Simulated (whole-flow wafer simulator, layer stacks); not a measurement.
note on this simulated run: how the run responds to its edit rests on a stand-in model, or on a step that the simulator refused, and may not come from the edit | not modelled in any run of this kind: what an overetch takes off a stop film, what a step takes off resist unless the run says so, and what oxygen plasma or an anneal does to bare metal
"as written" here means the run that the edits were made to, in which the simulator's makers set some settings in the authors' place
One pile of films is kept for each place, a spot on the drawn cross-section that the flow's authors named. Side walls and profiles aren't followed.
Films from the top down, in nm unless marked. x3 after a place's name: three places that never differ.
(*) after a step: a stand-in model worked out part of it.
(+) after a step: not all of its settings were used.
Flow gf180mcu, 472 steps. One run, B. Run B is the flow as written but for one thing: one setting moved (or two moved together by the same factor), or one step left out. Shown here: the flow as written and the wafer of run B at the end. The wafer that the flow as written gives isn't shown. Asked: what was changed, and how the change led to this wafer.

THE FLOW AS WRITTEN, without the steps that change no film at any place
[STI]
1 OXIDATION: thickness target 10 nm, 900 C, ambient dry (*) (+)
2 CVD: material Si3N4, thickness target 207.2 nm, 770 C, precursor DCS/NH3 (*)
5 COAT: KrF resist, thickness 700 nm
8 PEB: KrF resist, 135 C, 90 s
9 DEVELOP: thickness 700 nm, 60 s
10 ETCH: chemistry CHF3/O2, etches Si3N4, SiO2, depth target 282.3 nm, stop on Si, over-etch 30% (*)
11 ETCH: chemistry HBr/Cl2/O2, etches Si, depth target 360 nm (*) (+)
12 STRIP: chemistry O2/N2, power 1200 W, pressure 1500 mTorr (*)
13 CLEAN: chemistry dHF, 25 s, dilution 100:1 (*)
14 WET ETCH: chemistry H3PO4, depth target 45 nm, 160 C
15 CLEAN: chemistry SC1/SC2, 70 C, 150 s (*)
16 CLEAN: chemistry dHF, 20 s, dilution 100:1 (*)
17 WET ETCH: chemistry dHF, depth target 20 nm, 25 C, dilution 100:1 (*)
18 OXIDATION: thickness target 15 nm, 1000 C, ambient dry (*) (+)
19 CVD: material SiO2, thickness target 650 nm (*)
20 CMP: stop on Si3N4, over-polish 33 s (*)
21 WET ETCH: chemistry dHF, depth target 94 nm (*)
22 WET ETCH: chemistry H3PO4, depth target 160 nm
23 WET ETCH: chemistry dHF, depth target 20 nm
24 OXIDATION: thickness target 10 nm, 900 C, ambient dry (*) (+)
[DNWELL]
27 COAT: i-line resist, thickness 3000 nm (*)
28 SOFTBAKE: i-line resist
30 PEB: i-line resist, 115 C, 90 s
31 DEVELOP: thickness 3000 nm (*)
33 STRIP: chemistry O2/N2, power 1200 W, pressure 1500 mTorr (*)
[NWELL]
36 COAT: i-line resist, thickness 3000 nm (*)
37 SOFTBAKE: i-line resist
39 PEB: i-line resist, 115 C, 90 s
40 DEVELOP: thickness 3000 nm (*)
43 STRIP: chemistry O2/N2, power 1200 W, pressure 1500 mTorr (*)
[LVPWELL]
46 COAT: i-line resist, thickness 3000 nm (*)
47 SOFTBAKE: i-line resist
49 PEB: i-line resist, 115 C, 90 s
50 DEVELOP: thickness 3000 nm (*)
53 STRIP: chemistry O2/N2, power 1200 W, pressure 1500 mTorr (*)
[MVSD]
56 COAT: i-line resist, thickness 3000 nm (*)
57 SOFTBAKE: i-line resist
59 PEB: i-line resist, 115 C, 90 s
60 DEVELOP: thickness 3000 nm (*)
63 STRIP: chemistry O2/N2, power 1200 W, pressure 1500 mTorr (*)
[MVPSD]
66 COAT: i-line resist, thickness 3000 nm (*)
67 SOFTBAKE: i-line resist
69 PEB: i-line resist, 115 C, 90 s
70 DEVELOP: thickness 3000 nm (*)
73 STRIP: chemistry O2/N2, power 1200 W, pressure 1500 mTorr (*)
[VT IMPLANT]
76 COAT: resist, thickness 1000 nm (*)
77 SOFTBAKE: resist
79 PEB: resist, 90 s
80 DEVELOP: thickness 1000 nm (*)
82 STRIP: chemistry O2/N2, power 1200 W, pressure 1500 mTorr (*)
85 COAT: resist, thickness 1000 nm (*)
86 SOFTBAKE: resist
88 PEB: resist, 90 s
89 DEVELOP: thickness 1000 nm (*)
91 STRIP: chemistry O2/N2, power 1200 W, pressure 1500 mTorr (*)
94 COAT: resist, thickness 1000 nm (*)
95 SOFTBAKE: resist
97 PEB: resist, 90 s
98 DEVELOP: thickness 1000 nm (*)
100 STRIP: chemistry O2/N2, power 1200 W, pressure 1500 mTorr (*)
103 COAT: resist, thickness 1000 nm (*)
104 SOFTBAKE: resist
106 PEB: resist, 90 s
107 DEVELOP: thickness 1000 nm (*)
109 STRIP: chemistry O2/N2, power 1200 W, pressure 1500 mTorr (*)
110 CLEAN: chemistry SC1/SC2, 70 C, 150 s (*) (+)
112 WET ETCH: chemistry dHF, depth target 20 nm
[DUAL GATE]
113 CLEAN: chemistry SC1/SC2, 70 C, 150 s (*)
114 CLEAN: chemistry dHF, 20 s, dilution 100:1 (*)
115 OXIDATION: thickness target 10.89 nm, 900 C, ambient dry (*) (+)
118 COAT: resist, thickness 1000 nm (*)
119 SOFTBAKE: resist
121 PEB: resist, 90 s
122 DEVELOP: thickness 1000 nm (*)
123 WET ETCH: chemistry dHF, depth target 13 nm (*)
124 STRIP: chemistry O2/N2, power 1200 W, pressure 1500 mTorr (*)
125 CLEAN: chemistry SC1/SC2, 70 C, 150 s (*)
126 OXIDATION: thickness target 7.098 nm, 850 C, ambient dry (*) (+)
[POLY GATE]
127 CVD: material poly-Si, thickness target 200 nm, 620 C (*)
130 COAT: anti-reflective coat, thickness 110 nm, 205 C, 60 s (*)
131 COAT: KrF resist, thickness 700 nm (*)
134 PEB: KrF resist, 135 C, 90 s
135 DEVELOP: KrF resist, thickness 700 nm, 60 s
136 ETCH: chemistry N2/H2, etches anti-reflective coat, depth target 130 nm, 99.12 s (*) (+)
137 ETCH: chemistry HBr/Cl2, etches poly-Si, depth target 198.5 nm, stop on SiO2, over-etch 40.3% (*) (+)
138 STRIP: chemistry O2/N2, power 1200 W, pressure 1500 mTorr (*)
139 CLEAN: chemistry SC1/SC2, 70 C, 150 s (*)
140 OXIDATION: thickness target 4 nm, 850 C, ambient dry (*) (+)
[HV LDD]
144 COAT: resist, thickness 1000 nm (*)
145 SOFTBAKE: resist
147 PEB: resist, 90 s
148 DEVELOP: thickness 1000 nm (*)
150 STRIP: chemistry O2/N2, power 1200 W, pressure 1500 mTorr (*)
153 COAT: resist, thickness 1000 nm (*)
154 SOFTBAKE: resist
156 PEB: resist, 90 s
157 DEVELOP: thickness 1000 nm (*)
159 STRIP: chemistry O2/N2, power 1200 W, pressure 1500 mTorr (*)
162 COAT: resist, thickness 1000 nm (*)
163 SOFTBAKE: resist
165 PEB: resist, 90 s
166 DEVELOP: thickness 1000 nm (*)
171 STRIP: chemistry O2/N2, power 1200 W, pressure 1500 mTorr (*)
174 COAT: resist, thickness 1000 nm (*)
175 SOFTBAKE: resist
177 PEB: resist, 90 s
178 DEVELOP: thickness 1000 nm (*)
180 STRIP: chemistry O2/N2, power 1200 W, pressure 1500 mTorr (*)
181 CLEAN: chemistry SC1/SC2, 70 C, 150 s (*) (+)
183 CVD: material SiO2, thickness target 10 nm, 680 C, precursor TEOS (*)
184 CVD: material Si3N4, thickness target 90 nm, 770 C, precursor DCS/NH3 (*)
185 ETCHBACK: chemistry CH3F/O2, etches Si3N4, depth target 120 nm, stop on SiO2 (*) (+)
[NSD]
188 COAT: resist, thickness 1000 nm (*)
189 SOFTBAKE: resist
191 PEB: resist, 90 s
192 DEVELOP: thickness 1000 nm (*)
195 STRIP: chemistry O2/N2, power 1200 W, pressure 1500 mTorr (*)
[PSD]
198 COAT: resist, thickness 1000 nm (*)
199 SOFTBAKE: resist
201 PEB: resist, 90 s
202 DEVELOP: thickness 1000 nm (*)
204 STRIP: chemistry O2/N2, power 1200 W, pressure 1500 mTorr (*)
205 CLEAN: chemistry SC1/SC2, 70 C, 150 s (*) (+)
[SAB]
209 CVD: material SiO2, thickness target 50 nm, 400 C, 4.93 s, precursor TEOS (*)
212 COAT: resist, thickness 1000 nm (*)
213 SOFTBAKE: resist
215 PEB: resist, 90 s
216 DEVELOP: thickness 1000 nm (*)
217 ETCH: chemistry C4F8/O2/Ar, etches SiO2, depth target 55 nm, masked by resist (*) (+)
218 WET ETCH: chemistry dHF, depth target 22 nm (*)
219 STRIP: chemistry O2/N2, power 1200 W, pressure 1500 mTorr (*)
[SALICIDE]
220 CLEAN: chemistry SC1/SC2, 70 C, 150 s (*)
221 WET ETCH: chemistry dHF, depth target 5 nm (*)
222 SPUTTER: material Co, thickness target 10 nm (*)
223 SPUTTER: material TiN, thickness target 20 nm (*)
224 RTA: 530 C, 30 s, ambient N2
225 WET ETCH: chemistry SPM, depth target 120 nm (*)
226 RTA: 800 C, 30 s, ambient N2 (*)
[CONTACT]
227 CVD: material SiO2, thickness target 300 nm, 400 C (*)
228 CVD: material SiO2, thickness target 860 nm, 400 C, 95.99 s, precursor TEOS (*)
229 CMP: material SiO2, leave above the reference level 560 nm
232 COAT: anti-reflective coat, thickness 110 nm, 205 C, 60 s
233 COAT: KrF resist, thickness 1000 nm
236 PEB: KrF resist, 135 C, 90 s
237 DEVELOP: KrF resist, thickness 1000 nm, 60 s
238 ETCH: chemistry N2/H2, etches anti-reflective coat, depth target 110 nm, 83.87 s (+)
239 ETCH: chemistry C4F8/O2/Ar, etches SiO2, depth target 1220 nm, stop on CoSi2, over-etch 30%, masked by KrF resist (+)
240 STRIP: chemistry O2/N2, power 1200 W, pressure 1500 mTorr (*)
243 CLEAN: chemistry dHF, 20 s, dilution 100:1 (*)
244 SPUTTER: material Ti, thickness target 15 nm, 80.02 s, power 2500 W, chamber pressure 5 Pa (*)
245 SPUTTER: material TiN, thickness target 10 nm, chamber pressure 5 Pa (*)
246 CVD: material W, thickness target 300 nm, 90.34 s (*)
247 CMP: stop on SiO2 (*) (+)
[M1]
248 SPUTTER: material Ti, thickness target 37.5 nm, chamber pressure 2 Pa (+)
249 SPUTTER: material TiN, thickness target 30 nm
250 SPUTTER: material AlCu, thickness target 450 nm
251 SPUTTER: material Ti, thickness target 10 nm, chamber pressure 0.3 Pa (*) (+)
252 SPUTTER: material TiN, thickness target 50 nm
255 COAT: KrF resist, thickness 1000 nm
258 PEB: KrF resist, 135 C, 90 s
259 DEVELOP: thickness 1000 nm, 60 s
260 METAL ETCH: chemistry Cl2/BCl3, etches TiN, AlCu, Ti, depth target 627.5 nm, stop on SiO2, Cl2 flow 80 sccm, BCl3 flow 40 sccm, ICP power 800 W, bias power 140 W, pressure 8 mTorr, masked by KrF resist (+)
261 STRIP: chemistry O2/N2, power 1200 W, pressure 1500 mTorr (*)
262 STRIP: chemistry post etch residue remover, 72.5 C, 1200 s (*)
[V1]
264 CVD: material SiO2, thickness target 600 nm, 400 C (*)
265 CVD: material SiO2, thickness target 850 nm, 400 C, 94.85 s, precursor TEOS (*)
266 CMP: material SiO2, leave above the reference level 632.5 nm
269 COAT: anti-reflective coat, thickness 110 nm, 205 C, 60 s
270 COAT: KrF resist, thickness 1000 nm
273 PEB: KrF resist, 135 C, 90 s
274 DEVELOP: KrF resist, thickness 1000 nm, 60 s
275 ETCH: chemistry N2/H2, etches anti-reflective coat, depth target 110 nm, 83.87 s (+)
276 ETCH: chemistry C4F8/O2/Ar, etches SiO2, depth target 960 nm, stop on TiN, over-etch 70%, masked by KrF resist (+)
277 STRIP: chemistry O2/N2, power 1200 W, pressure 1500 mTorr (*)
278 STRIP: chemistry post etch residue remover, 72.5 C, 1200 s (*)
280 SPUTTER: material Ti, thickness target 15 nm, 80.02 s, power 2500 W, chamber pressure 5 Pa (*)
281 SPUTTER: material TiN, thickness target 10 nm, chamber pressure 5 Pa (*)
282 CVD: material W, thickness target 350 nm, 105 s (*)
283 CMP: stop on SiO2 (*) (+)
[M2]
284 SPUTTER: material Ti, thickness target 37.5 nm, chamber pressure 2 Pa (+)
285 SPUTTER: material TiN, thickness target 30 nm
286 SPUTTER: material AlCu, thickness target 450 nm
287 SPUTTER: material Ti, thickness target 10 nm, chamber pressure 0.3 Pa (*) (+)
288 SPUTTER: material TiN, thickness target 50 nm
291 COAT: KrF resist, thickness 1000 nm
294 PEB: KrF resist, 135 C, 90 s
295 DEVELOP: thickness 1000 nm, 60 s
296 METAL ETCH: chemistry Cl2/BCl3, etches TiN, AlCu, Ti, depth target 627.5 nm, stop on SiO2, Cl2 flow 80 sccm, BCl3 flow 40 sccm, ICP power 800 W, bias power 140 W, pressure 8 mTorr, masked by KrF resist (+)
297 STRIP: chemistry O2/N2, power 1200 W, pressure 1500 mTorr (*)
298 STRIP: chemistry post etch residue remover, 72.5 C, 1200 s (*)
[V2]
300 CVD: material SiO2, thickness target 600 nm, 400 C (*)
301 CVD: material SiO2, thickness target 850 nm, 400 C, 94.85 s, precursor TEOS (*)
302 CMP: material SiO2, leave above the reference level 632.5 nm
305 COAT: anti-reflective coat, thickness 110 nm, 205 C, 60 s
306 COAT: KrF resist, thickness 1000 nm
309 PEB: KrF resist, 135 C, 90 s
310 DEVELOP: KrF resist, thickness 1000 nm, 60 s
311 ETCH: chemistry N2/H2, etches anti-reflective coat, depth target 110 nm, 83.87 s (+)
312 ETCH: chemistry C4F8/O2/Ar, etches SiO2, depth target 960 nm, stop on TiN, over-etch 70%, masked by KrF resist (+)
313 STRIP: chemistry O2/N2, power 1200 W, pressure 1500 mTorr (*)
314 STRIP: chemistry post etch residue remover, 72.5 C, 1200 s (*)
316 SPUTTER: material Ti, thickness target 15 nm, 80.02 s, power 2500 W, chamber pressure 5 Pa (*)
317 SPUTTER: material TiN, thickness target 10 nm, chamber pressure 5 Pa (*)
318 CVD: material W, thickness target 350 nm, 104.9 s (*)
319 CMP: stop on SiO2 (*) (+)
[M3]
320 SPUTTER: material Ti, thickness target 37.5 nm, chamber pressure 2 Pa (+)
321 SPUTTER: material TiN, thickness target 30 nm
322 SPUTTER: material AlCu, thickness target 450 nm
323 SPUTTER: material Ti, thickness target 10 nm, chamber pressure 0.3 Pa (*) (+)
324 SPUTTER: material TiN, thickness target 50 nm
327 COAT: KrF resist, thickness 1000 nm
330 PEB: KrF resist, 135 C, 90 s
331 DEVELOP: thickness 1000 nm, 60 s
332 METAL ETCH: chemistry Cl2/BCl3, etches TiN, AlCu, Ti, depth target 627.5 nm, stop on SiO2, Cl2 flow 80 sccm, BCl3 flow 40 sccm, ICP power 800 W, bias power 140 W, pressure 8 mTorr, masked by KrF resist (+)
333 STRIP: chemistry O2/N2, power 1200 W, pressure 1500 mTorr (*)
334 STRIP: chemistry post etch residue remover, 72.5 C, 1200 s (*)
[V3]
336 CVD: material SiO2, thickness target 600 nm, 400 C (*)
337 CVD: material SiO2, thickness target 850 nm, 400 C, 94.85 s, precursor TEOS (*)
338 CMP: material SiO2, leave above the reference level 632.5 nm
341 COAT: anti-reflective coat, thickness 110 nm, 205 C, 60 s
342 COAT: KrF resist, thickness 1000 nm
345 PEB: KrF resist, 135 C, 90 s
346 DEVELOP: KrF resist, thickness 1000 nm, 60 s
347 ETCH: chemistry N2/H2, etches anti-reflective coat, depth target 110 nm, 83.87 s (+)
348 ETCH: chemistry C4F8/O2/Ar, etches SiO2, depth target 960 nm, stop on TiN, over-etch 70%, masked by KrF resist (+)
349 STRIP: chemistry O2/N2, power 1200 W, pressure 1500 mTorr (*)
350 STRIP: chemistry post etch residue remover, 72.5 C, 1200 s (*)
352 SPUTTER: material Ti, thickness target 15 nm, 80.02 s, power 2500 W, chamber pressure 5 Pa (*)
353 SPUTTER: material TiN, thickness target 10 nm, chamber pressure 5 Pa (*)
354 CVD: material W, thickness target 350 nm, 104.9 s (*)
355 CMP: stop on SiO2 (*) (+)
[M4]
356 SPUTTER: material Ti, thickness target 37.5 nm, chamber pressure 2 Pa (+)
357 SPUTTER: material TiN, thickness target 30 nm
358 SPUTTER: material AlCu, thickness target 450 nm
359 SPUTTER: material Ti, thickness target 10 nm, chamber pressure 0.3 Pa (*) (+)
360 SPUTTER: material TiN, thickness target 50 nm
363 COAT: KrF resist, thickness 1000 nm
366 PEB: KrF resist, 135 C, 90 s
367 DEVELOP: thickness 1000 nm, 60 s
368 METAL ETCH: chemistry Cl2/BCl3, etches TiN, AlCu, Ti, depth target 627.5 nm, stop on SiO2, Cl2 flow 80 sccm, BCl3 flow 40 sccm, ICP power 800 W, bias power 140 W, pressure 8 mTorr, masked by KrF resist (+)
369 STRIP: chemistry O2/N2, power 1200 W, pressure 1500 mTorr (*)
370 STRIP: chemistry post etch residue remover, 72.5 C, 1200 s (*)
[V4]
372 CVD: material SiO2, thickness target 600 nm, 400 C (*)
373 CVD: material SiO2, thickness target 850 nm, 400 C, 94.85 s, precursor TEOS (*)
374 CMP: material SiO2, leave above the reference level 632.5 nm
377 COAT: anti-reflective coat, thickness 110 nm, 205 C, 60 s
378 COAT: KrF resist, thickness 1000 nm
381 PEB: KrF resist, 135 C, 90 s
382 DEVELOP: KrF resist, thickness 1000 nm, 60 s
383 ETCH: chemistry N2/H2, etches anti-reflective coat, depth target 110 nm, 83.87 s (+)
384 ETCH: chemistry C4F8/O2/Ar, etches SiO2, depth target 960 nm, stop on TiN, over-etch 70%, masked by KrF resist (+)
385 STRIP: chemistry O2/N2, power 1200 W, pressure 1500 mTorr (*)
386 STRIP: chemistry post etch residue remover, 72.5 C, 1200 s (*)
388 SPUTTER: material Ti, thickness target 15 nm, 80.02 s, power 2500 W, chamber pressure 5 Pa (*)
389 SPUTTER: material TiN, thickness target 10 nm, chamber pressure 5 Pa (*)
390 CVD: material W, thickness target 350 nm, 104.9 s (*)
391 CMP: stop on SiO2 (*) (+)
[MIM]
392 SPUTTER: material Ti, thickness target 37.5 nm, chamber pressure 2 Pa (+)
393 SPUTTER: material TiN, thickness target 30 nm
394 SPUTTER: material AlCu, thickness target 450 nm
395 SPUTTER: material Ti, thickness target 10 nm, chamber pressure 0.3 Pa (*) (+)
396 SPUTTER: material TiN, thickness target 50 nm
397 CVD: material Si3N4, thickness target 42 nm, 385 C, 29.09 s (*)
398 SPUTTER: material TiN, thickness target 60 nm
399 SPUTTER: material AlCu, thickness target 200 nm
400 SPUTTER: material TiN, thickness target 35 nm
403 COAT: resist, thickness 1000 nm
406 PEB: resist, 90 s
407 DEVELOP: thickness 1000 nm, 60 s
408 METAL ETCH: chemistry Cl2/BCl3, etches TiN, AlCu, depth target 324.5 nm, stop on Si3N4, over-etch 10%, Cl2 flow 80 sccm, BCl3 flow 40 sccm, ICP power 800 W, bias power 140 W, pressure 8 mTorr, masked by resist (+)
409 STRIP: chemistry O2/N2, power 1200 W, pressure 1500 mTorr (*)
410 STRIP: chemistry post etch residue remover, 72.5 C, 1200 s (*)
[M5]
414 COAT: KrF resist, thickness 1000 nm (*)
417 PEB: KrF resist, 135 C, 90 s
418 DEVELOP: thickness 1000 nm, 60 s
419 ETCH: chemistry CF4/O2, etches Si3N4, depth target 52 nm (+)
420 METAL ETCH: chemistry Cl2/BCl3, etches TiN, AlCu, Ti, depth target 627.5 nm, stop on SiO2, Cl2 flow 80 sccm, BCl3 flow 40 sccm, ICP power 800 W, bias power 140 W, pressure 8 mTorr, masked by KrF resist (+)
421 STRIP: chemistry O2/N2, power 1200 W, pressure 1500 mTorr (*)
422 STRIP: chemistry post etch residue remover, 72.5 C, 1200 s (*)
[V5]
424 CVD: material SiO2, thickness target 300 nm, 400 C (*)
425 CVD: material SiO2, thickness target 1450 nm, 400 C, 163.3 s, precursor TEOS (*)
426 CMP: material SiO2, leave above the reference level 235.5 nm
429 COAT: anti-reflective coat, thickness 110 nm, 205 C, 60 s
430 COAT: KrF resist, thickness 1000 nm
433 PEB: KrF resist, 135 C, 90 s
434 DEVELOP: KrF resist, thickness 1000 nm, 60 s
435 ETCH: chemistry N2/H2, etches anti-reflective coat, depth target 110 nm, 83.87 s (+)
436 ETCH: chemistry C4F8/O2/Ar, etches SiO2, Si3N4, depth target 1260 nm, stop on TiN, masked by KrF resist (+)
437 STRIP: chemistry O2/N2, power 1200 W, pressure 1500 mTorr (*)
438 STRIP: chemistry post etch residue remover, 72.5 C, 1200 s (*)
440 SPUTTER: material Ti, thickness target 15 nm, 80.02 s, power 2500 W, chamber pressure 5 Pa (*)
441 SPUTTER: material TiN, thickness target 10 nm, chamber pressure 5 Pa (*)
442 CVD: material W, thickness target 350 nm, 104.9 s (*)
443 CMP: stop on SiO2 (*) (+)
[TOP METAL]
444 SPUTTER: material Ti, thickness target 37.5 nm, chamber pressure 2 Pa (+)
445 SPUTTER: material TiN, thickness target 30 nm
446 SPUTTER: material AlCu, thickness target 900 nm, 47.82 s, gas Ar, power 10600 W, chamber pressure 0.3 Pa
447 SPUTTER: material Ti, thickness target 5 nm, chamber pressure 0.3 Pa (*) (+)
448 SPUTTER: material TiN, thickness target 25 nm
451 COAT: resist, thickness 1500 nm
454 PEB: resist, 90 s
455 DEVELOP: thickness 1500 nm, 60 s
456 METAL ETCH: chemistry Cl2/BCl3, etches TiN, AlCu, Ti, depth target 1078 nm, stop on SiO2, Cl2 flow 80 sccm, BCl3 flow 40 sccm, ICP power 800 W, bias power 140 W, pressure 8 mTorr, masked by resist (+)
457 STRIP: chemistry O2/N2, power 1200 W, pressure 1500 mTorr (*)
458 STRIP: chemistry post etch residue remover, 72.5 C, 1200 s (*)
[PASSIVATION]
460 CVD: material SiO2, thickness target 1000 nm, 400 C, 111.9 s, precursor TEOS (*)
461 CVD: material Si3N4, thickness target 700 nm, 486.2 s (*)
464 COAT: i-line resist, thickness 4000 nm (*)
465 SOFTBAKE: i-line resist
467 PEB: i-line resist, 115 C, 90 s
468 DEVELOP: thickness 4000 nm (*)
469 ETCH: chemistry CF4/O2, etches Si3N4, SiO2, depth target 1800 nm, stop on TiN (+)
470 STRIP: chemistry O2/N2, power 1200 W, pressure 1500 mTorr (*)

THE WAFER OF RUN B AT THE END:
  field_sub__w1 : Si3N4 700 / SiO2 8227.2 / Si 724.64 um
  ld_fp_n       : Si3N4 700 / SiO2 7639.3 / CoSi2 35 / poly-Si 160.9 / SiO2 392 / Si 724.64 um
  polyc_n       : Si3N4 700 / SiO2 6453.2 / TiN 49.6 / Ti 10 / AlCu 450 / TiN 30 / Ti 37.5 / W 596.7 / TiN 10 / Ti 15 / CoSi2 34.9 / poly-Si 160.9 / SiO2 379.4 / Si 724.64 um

The cause: step 112, WET ETCH: depth target 10 nm was run, where the flow has depth target 20 nm.

How the change led to this, step by step:
  112 WET ETCH: chemistry dHF, depth target 20 nm
      field, field__w2, field__w3 and 43 more: SiO2 -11 (as written it would be: SiO2 -22)
  130 COAT: anti-reflective coat, thickness 110 nm, 205 C, 60 s (*)
      p_well, spacer, sd_n: anti-reflective coat +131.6 (new film) (as written it would be: anti-reflective coat +121 (new film))
      field: anti-reflective coat +108.8 (new film) (as written it would be: anti-reflective coat +112.6 (new film))
      (and at 69 more places)
  136 ETCH: chemistry N2/H2, etches anti-reflective coat, depth target 130 nm, 99.12 s (*) (+)
      p_well, spacer, sd_n: anti-reflective coat -131.6 (all of it), poly-Si -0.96 (as written it would be: anti-reflective coat -121 (all of it), poly-Si -1.23)
      field: anti-reflective coat -108.8 (all of it), poly-Si -1.54 (as written it would be: anti-reflective coat -112.6 (all of it), poly-Si -1.45)
      (and at 49 more places)
  138 STRIP: chemistry O2/N2, power 1200 W, pressure 1500 mTorr (*)
      gate: chemical SiO2 +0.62 (new film), KrF resist -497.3 (all of it), anti-reflective coat -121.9 (all of it), poly-Si -0.27 (as written it would be: chemical SiO2 +0.62 (new film), KrF resist -496.5 (all of it), anti-reflective coat -117 (all of it), poly-Si -0.27)
      gate_hv: chemical SiO2 +0.62 (new film), KrF resist -497.2 (all of it), anti-reflective coat -112.8 (all of it), poly-Si -0.27 (as written it would be: chemical SiO2 +0.62 (new film), KrF resist -495.3 (all of it), anti-reflective coat -109.8 (all of it), poly-Si -0.27)
      (and at 18 more places)
  189 SOFTBAKE: resist
      active_hv: resist +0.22 (as written it would be: resist +0.78)
      active_nat: resist +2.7 (as written it would be: resist +1.71)
  199 SOFTBAKE: resist
      active_hv: resist +0.22 (as written it would be: resist +0.78)
      active_nat: resist +2.7 (as written it would be: resist +1.71)
  209 CVD: material SiO2, thickness target 50 nm, 400 C, 4.93 s, precursor TEOS (*)
      active: SiO2 +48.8 (as written it would be: SiO2 +50)
      ld_drn_p: SiO2 +45 (as written it would be: SiO2 +46)
  218 WET ETCH: chemistry dHF, depth target 22 nm (*)
      active: SiO2 -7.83 (all of it) (as written it would be: SiO2 -9.01 (all of it))
      sd_p: SiO2 -7.19 (all of it) (as written it would be: SiO2 -8.12 (all of it))
      (and at 1 more place)
  223 SPUTTER: material TiN, thickness target 20 nm (*)
      ld_sd_n: TiN +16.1 (new film) (as written it would be: TiN +15.5 (new film))
  225 WET ETCH: chemistry SPM, depth target 120 nm (*)
      ld_sd_n: TiN -16.1 (all of it) (as written it would be: TiN -15.5 (all of it))
  229 CMP: material SiO2, leave above the reference level 560 nm
      ldn_sep__w1, ldn_sep__w2, ldn_dft and 8 more: SiO2 -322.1 (as written it would be: SiO2 -311.1)
      sti, mim_1p0, pad, dice_street, iso_nw_fld, iso_fld_sub: SiO2 -307.9 (as written it would be: SiO2 -297)
      (and at 50 more places)
